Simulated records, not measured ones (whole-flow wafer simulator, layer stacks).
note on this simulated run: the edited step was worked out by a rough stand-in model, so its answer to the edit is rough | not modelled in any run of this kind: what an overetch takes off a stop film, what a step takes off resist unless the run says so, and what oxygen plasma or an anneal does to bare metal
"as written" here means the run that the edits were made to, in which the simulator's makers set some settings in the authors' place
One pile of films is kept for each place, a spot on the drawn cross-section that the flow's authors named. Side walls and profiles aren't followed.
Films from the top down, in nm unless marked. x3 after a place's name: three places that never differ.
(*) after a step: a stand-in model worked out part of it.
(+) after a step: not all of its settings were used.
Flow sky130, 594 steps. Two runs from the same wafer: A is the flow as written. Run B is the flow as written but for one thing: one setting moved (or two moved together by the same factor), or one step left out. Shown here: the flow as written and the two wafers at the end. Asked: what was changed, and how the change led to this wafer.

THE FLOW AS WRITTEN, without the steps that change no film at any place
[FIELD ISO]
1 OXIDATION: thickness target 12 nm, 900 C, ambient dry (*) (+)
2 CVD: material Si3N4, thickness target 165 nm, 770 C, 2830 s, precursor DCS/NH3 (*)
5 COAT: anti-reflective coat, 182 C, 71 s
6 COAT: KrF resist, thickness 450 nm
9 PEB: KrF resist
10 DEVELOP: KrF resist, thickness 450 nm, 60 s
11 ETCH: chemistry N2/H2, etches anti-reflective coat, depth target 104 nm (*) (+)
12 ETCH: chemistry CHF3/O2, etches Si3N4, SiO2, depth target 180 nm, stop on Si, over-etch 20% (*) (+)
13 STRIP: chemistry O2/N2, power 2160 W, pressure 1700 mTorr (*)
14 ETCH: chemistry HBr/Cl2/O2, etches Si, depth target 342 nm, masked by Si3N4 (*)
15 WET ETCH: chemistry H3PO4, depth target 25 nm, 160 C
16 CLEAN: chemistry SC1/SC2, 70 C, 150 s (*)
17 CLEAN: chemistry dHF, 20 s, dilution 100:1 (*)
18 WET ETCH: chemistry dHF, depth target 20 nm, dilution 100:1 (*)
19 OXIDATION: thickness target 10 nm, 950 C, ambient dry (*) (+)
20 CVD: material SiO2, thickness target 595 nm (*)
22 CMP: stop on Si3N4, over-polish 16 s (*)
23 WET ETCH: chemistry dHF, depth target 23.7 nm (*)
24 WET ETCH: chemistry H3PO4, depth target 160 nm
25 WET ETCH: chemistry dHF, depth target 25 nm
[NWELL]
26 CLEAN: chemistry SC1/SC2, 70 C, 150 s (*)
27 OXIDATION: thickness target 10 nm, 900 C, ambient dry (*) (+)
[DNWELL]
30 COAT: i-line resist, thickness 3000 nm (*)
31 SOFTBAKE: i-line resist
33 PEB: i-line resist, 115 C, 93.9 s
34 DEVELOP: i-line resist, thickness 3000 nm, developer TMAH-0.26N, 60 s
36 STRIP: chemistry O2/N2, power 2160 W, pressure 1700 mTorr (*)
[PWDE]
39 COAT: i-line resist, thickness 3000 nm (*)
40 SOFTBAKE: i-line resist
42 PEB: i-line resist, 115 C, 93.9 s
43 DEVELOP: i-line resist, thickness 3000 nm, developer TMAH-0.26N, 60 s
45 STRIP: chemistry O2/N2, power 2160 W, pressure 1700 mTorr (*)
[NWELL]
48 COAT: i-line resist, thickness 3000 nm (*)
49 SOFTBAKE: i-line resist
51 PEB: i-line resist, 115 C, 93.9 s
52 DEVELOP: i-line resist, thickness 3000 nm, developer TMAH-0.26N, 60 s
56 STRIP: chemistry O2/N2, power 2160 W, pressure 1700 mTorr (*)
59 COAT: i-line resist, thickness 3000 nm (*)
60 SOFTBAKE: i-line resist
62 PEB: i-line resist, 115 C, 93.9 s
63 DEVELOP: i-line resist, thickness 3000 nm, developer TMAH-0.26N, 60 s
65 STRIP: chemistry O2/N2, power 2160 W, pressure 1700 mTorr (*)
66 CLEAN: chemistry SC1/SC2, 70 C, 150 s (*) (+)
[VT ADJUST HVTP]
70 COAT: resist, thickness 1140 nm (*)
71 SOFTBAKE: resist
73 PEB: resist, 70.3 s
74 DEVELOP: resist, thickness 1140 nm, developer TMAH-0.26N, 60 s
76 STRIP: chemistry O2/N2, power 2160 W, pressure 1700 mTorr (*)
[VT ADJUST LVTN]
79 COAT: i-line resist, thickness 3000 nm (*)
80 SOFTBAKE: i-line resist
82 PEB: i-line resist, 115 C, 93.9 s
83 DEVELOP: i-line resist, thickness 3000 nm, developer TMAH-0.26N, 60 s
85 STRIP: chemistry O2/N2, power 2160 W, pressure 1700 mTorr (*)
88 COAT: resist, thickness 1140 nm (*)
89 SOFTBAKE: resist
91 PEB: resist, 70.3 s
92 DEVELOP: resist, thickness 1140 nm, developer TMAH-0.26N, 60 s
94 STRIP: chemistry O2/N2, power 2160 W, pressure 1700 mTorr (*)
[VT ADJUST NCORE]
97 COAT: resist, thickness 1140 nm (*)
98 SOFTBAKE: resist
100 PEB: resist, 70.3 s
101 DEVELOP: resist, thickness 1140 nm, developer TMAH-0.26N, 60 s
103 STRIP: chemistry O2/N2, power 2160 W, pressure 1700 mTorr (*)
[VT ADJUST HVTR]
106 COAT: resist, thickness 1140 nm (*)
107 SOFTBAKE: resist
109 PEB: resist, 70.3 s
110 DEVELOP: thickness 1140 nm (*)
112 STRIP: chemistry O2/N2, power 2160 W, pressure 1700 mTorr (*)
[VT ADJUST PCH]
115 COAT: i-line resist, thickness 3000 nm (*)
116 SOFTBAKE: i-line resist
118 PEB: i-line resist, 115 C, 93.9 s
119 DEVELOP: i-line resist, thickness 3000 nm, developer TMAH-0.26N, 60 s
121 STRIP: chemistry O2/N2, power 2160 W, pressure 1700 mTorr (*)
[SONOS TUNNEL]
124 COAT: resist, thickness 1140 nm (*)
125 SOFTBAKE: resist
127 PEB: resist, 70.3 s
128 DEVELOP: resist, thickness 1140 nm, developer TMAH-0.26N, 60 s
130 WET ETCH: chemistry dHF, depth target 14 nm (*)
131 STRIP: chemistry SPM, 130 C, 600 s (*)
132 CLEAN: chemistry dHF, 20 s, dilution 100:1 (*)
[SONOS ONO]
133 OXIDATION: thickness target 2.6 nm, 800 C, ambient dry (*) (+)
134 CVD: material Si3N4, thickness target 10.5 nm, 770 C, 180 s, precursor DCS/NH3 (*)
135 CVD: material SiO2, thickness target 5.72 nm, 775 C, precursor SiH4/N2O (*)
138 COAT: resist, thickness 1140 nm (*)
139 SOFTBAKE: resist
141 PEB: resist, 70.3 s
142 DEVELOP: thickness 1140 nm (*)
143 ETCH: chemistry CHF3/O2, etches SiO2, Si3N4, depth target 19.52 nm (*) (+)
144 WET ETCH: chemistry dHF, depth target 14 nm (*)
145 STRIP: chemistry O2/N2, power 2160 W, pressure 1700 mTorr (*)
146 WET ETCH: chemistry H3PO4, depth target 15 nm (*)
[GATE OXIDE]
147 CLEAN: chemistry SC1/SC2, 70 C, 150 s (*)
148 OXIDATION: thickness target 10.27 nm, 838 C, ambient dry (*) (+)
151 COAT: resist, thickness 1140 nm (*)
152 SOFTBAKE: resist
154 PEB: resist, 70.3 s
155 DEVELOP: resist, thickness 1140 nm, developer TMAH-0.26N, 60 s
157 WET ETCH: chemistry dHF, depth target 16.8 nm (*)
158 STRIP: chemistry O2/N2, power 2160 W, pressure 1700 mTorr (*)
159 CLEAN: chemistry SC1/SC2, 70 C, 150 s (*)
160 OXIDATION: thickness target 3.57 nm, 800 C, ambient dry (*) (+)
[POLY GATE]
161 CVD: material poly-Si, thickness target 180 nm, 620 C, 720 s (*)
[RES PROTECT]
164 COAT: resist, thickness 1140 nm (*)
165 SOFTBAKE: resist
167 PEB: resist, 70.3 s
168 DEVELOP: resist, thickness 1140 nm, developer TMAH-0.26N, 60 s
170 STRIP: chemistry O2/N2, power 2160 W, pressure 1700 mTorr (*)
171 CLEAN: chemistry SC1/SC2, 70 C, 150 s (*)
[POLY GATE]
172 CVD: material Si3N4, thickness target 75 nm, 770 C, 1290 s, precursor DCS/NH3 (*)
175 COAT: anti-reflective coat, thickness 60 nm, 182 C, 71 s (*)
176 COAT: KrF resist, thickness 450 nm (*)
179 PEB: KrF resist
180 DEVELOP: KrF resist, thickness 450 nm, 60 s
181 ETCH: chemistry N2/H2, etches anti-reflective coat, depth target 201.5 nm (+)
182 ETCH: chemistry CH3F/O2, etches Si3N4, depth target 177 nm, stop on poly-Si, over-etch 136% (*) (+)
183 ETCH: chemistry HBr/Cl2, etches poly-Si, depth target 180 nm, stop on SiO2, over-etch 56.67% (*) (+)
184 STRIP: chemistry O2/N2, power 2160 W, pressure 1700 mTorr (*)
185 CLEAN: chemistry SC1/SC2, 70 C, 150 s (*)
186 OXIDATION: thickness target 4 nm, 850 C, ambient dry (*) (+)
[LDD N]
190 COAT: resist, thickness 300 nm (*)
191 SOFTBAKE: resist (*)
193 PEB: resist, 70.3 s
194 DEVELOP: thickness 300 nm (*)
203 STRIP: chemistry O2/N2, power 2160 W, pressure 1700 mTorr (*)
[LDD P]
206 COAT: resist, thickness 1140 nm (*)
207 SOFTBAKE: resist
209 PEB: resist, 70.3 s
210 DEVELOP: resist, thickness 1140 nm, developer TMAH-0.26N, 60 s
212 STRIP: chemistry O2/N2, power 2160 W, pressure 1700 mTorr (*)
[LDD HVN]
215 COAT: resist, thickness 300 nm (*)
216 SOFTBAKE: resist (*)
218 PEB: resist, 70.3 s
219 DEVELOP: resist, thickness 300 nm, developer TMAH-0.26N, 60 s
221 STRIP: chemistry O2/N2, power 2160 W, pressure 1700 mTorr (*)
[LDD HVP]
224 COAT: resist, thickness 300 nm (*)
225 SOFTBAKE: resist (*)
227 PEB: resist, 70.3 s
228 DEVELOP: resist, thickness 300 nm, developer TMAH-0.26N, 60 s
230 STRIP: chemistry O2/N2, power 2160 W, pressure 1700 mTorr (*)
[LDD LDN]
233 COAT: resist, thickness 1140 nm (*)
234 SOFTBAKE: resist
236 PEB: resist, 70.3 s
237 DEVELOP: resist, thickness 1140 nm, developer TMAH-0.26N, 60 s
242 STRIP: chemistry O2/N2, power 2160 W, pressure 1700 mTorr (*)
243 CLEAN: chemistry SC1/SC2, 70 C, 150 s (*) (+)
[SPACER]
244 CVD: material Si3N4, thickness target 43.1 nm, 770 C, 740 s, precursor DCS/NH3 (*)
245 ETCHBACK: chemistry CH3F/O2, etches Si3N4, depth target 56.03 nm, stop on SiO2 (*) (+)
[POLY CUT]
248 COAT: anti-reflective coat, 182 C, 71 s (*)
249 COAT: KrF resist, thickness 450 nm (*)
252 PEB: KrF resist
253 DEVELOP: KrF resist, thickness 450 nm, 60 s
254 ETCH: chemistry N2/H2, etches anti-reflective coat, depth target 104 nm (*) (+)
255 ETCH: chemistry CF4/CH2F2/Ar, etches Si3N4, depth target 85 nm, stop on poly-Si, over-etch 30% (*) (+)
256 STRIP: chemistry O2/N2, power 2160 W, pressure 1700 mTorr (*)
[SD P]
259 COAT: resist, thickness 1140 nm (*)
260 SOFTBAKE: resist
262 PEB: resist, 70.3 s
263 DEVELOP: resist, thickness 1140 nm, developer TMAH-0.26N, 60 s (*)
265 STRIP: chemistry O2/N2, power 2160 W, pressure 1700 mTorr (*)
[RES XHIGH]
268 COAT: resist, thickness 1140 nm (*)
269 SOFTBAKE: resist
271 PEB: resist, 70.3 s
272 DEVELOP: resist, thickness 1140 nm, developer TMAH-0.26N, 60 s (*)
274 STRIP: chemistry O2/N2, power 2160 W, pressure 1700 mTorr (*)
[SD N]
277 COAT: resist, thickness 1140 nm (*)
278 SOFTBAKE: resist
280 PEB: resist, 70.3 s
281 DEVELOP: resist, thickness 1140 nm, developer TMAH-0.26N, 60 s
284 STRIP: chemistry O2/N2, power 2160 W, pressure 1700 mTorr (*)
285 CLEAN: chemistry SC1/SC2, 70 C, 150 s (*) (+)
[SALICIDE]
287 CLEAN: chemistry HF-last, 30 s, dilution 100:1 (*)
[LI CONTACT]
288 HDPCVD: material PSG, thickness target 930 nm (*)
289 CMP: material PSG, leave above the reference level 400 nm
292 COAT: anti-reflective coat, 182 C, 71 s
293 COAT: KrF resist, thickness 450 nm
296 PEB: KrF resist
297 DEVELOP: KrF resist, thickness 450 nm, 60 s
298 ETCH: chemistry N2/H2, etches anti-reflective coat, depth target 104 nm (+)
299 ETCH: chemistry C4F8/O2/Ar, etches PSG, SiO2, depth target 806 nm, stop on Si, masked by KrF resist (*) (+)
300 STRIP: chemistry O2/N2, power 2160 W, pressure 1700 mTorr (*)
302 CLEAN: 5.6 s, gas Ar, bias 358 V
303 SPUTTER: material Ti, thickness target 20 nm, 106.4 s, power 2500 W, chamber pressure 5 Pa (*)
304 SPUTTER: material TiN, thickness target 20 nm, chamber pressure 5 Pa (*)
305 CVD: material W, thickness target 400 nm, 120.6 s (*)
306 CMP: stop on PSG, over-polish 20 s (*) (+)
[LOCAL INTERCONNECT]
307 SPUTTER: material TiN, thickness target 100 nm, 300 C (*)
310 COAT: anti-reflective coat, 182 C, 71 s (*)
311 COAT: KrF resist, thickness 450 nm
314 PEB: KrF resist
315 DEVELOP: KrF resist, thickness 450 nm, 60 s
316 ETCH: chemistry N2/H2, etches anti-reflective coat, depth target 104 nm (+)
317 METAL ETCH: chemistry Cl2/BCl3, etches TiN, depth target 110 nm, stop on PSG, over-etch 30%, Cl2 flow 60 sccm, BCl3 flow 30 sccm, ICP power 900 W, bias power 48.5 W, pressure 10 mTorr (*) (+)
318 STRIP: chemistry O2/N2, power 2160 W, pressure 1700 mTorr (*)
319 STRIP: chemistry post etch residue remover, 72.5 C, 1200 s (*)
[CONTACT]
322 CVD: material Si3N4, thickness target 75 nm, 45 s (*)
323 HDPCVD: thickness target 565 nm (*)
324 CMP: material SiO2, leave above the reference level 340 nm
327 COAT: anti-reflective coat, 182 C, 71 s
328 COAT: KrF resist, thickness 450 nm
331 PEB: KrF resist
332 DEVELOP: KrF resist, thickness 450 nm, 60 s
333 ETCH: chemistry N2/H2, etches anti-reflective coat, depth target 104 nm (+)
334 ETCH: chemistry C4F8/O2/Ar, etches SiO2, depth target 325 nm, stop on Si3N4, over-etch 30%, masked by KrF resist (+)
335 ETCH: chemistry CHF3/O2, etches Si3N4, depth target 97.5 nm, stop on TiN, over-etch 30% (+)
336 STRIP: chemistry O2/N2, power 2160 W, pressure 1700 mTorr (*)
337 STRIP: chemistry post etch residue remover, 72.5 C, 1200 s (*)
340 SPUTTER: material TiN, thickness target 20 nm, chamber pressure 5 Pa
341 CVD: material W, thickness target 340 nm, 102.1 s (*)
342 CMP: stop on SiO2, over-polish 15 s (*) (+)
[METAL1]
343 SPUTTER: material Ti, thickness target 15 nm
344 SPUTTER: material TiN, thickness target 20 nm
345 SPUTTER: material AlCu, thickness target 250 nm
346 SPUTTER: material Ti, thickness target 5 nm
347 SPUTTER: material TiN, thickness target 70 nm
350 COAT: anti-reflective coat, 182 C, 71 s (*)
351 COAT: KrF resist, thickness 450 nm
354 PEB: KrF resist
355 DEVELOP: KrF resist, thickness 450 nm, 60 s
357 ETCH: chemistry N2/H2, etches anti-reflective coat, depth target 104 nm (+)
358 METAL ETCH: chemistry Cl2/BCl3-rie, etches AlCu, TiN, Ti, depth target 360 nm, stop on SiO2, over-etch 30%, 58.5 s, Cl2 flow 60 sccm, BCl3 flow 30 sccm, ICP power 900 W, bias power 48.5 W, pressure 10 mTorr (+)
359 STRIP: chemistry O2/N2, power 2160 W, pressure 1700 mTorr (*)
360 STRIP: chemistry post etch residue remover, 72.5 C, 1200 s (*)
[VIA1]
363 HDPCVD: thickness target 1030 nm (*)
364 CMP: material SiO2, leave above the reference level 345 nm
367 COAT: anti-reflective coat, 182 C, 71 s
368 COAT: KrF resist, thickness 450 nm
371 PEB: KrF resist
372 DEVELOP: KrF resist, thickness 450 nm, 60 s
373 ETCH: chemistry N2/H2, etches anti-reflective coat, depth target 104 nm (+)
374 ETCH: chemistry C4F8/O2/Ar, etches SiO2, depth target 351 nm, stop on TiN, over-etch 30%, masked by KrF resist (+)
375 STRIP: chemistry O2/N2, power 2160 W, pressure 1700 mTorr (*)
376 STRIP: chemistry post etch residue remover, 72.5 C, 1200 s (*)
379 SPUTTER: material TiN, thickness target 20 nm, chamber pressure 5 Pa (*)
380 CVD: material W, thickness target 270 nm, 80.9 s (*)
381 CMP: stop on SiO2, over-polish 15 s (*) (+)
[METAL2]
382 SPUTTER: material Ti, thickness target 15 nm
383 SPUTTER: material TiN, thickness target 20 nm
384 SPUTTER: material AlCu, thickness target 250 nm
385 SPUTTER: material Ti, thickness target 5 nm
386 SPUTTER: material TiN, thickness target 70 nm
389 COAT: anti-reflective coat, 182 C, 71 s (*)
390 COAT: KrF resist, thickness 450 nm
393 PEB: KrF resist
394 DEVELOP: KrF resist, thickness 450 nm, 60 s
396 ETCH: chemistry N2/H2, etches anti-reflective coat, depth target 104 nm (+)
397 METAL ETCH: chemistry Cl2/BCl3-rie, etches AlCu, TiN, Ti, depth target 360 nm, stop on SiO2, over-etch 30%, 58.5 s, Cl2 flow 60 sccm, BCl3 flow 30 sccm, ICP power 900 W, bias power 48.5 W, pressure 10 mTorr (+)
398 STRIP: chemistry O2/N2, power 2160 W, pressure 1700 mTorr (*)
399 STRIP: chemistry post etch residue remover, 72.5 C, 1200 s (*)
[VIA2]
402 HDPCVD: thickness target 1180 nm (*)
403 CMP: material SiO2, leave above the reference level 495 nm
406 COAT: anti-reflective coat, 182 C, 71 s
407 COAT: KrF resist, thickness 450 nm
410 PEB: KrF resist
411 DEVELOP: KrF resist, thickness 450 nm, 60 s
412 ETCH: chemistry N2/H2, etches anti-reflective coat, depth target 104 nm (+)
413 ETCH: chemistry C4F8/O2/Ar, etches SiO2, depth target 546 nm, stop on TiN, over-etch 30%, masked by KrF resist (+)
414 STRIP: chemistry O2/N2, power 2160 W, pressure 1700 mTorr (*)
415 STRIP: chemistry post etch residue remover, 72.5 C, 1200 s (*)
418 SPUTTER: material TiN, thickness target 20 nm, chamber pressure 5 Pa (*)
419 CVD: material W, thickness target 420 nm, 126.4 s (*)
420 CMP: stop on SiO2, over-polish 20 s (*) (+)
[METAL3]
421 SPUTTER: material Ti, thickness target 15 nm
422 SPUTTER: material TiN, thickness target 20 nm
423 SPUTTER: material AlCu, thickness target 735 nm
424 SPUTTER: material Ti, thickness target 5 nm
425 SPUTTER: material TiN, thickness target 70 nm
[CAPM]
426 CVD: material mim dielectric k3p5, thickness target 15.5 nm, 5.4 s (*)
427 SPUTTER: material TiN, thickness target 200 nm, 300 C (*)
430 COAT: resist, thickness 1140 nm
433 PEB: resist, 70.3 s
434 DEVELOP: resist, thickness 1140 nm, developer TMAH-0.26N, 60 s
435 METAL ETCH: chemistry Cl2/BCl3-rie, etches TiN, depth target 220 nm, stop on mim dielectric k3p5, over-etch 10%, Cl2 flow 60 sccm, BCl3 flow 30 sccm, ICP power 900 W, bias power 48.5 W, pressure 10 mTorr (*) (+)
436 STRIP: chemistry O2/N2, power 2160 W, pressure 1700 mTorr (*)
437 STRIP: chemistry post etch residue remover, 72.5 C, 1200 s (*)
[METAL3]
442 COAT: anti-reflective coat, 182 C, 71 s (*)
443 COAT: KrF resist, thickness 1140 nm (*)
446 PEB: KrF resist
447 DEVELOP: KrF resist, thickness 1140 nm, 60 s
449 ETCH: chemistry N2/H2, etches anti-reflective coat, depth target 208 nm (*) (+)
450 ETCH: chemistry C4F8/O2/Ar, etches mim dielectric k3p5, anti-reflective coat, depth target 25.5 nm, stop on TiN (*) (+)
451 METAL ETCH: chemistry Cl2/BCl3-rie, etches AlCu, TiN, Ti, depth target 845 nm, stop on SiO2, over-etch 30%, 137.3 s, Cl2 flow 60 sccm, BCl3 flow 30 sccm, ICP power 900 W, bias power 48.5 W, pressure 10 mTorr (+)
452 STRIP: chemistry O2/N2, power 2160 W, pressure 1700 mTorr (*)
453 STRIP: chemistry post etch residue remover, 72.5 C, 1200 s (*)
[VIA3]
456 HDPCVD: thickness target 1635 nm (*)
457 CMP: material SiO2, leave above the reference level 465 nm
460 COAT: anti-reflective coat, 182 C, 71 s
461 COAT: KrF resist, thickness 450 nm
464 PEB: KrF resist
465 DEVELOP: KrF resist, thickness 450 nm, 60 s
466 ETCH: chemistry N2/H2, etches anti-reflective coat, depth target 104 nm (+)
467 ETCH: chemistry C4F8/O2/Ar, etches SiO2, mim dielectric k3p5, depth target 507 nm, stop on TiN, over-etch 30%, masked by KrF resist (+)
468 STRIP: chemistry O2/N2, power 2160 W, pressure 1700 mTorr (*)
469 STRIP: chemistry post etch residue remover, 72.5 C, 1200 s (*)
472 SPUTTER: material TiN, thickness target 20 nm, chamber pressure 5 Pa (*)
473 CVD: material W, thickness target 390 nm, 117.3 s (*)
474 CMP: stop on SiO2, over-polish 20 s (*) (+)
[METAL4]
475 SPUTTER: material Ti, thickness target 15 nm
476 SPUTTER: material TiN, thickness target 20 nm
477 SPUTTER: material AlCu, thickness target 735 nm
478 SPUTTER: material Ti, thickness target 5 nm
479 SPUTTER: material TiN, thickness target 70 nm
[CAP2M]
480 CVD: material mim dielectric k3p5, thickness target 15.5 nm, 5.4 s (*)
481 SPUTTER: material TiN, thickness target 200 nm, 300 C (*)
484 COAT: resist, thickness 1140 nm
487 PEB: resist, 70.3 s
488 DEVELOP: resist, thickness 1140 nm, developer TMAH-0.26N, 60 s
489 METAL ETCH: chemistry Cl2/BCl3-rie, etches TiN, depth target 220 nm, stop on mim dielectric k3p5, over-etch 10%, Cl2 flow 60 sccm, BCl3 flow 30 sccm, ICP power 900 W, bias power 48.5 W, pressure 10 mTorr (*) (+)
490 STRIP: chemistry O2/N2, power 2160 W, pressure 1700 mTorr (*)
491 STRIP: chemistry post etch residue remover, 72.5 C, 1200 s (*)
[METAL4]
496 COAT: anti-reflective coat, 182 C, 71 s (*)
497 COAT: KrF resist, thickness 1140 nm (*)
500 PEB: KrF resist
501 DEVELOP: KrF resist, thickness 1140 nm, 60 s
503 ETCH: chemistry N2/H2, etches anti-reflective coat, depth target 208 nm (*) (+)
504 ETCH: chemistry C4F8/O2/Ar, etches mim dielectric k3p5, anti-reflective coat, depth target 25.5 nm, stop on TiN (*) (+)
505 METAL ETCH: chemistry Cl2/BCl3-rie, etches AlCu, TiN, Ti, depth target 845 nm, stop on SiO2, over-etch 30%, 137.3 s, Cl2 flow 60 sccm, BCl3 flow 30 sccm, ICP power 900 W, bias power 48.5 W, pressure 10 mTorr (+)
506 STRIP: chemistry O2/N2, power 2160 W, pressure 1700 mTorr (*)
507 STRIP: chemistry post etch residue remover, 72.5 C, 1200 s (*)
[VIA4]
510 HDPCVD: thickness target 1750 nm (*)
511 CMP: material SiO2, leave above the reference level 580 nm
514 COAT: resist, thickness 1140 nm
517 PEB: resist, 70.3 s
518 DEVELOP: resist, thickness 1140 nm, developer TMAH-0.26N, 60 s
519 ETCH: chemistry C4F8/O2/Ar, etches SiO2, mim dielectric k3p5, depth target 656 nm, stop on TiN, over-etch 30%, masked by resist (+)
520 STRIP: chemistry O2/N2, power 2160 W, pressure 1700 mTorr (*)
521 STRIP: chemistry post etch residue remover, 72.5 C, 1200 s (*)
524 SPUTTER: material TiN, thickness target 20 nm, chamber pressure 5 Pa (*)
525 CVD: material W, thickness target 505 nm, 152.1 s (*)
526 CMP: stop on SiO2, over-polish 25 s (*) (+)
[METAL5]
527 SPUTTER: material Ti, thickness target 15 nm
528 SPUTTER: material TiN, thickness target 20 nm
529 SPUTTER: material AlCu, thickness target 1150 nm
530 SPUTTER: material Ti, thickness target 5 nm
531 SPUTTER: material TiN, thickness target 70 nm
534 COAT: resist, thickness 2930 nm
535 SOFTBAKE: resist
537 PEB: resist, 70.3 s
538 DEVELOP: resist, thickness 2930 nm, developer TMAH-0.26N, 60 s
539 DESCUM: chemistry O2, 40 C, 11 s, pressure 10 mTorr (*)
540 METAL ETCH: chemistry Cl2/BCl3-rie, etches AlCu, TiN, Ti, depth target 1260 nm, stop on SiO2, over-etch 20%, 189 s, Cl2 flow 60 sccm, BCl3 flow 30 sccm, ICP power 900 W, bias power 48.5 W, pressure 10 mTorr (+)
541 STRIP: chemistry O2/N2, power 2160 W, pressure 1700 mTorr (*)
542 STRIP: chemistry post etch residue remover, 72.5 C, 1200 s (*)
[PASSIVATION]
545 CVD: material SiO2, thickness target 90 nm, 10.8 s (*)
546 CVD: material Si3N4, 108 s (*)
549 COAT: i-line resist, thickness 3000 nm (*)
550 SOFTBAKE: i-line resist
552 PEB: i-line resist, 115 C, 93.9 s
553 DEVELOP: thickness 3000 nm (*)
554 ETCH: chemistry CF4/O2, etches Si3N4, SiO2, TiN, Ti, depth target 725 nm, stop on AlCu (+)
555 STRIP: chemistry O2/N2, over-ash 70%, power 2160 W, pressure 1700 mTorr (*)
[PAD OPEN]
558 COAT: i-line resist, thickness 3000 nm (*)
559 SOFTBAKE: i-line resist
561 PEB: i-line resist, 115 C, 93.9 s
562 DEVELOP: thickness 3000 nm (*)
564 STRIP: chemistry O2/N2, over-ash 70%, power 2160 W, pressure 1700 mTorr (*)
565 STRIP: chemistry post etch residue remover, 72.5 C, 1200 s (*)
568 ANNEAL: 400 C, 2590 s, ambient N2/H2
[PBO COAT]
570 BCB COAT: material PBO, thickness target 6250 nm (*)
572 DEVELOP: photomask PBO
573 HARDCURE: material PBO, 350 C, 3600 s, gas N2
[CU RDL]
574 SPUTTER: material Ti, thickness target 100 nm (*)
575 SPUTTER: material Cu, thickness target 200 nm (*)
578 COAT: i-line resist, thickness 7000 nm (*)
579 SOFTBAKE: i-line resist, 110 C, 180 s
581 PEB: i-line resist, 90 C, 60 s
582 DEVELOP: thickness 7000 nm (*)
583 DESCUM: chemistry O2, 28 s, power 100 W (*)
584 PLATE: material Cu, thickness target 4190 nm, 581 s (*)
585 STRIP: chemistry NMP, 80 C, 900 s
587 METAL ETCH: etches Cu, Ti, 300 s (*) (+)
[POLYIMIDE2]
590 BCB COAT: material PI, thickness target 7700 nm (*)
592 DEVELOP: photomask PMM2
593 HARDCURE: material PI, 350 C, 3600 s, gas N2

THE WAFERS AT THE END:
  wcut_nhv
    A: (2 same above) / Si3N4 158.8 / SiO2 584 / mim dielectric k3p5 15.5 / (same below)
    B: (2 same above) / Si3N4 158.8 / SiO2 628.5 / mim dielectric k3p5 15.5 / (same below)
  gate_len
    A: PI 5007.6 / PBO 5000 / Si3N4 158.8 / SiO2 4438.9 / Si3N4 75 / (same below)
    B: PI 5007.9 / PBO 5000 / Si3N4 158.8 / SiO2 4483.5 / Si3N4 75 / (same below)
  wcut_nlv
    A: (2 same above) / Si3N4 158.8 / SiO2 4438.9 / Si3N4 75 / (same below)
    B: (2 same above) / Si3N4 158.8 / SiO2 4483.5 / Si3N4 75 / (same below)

The cause: step 545, CVD: thickness target 122 nm was run, where the flow has thickness target 90 nm; step 545, CVD: 14.7 s was run, where the flow has 10.8 s.

How the change led to this, step by step:
  545 CVD: material SiO2, thickness target 90 nm, 10.8 s (*)
      field, active, gate and 175 more: A SiO2 +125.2 | B SiO2 +169.7
      n_well, p_well, sd_n and 12 more: A SiO2 +125.2 (new film) | B SiO2 +169.7 (new film)
  550 SOFTBAKE: i-line resist
      gate_p_lvt, iso_guard_hv_nw: A i-line resist +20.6 | B i-line resist +21.9
      active: A i-line resist +12 | B i-line resist +13
      (and at 55 more places)
  554 ETCH: chemistry CF4/O2, etches Si3N4, SiO2, TiN, Ti, depth target 725 nm, stop on AlCu (+)
      field, active, n_well and 189 more: A i-line resist -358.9 | B i-line resist -403.4
      pad: A Si3N4 -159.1 (all of it), SiO2 -125.2 (all of it), TiN -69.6 (all of it), Ti -5 (all of it) | B Si3N4 -159.1 (all of it), SiO2 -169.7 (all of it), TiN -69.6 (all of it), Ti -5 (all of it)
  555 STRIP: chemistry O2/N2, over-ash 70%, power 2160 W, pressure 1700 mTorr (*)
      n_well, p_well, sd_n, sd_p: A i-line resist -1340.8 (all of it) | B i-line resist -1296.3 (all of it)
      m1: A i-line resist -1364.1 (all of it) | B i-line resist -1321.3 (all of it)
      (and at 8 more places)
  558 COAT: i-line resist, thickness 3000 nm (*)
      pad: A i-line resist +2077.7 (new film) | B i-line resist +2122.5 (new film)
  559 SOFTBAKE: i-line resist
      gate_p_lvt, iso_guard_hv_nw: A i-line resist +20.6 | B i-line resist +21.9
      field: A i-line resist +12.5 | B i-line resist +13.5
      (and at 62 more places)
  561 PEB: i-line resist, 115 C, 93.9 s
      pad: A i-line resist -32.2 | B i-line resist -33
  562 DEVELOP: thickness 3000 nm (*)
      pad: A i-line resist -2045.5 (all of it) | B i-line resist -2089.5 (all of it)
  578 COAT: i-line resist, thickness 7000 nm (*)
      pad: A i-line resist +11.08 um (new film) | B i-line resist +11.13 um (new film)
  579 SOFTBAKE: i-line resist, 110 C, 180 s
      mim, vcap_hvt: A i-line resist -16.8 | B i-line resist -17.6
      rpo_hd_licon, mim2: A i-line resist -14.9 | B i-line resist -15.5
      (and at 19 more places)
  582 DEVELOP: thickness 7000 nm (*)
      pad: A i-line resist -11.08 um (all of it) | B i-line resist -11.13 um (all of it)
